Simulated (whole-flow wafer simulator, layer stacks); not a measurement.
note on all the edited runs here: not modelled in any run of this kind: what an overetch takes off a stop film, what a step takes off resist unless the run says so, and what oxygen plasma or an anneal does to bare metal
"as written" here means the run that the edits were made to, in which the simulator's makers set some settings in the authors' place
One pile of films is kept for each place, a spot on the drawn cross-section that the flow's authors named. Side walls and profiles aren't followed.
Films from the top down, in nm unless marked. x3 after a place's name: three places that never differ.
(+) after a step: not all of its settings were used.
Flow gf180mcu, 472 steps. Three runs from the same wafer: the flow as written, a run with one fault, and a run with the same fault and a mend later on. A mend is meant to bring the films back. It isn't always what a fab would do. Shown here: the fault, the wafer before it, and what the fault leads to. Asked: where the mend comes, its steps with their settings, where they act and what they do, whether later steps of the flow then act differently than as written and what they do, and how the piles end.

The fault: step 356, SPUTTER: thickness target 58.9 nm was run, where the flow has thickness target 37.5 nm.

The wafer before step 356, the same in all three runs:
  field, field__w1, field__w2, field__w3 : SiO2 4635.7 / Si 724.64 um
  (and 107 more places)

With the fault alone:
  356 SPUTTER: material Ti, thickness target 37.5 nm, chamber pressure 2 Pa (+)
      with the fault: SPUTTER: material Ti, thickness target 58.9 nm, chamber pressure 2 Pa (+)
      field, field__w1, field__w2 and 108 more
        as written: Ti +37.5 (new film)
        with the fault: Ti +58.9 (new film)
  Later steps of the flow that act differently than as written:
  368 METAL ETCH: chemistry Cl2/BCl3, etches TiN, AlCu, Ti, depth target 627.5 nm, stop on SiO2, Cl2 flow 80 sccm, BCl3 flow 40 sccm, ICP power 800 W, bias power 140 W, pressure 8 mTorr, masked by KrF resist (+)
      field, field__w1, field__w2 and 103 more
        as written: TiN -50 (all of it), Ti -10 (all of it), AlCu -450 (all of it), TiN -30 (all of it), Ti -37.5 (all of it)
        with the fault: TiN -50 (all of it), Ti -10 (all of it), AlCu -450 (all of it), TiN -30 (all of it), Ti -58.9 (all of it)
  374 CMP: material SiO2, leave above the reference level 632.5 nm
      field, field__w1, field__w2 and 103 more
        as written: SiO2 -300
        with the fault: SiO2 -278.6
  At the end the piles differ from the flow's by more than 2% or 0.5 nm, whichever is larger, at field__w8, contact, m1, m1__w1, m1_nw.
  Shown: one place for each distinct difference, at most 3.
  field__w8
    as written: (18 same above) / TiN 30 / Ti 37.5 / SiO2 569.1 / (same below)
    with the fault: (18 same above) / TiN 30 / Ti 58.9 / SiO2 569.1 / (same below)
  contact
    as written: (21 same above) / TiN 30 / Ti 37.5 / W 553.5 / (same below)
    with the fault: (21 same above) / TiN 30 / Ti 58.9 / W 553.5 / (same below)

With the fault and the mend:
  The mend comes after step 356.
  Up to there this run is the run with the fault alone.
  356a METAL ETCH: chemistry Cl2/BCl3, etches TiN, AlCu, Ti, depth target 21.4 nm, Cl2 flow 80 sccm, BCl3 flow 40 sccm, ICP power 800 W, bias power 140 W, pressure 8 mTorr (the flow's step 260 once more, with other settings)
      field, field__w1, field__w2 and 108 more
        Ti -21.4
  No later step of the flow acts differently than as written at any place that is followed.
  At the end the piles are the same as the flow's at every place that both follow.
